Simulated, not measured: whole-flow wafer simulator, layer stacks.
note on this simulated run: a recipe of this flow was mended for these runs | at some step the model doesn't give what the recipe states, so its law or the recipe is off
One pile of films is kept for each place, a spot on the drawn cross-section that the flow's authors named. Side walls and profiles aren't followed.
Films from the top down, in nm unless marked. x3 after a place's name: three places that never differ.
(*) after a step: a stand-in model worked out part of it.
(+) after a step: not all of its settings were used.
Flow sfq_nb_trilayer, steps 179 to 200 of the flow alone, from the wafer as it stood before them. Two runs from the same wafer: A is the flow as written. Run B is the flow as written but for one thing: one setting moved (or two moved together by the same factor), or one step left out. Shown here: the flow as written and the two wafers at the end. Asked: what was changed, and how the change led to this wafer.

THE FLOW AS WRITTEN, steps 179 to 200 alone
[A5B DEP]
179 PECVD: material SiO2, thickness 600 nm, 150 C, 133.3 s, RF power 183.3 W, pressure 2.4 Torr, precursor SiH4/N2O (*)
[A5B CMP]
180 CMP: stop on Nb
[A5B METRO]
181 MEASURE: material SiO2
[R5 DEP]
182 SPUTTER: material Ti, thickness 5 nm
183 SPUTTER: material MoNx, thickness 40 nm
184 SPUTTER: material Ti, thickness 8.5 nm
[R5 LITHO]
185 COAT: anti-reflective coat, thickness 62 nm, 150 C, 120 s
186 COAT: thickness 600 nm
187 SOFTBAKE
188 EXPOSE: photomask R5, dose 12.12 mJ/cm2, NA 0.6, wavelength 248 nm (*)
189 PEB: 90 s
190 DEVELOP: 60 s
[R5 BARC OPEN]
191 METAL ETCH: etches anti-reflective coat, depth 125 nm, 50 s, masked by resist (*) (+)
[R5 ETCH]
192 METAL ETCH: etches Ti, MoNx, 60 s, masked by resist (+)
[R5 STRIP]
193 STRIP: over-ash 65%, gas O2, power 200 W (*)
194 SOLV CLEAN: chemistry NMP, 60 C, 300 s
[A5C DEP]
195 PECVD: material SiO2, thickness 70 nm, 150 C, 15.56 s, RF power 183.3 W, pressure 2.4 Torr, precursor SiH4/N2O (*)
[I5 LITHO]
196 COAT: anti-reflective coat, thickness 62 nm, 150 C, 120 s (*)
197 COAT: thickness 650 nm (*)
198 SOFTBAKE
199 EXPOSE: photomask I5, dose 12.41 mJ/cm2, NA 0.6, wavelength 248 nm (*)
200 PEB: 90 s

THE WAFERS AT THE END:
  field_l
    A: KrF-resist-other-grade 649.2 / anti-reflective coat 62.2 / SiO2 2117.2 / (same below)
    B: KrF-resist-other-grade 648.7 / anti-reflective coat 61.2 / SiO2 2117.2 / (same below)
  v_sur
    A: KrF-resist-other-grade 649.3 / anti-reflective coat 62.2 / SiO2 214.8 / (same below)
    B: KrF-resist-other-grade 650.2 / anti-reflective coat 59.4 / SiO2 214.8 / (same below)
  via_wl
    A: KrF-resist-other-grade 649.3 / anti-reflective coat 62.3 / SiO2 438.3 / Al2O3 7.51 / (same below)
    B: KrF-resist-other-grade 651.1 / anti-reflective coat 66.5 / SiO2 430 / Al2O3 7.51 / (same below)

The cause: step 179, PECVD: thickness 384 nm was run, where the flow has thickness 600 nm; step 179, PECVD: 85.33 s was run, where the flow has 133.3 s.

How the change led to this, step by step:
  179 PECVD: material SiO2, thickness 600 nm, 150 C, 133.3 s, RF power 183.3 W, pressure 2.4 Torr, precursor SiH4/N2O (*)
      v_sur, via_sp, via_v and 47 more: A SiO2 +600 (new film) | B SiO2 +384 (new film)
      field_l, lsp_m, ln_m6 and 44 more: A SiO2 +600 | B SiO2 +384
      (and at 9 more places)
  180 CMP: stop on Nb
      via_wl, via_wr: A SiO2 -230 | B nothing
      via_w: A SiO2 -229.6 | B nothing
      (and at 103 more places)
  185 COAT: anti-reflective coat, thickness 62 nm, 150 C, 120 s
      via_wl, via_w, via_wr: A anti-reflective coat +62 (new film) | B anti-reflective coat +66.4 (new film)
      v_sur: A anti-reflective coat +62 (new film) | B anti-reflective coat +59.1 (new film)
      (and at 1 more place)
  191 METAL ETCH: etches anti-reflective coat, depth 125 nm, 50 s, masked by resist (*) (+)
      via_wl, via_w, via_wr: A anti-reflective coat -62 (all of it) | B anti-reflective coat -66.4 (all of it)
      v_sur: A anti-reflective coat -62 (all of it) | B anti-reflective coat -59.1 (all of it)
      (and at 1 more place)
  196 COAT: anti-reflective coat, thickness 62 nm, 150 C, 120 s (*)
      v_sur: A anti-reflective coat +62.2 (new film) | B anti-reflective coat +59.4 (new film)
      via_wl: A anti-reflective coat +62.3 (new film) | B anti-reflective coat +66.5 (new film)
      (and at 3 more places)
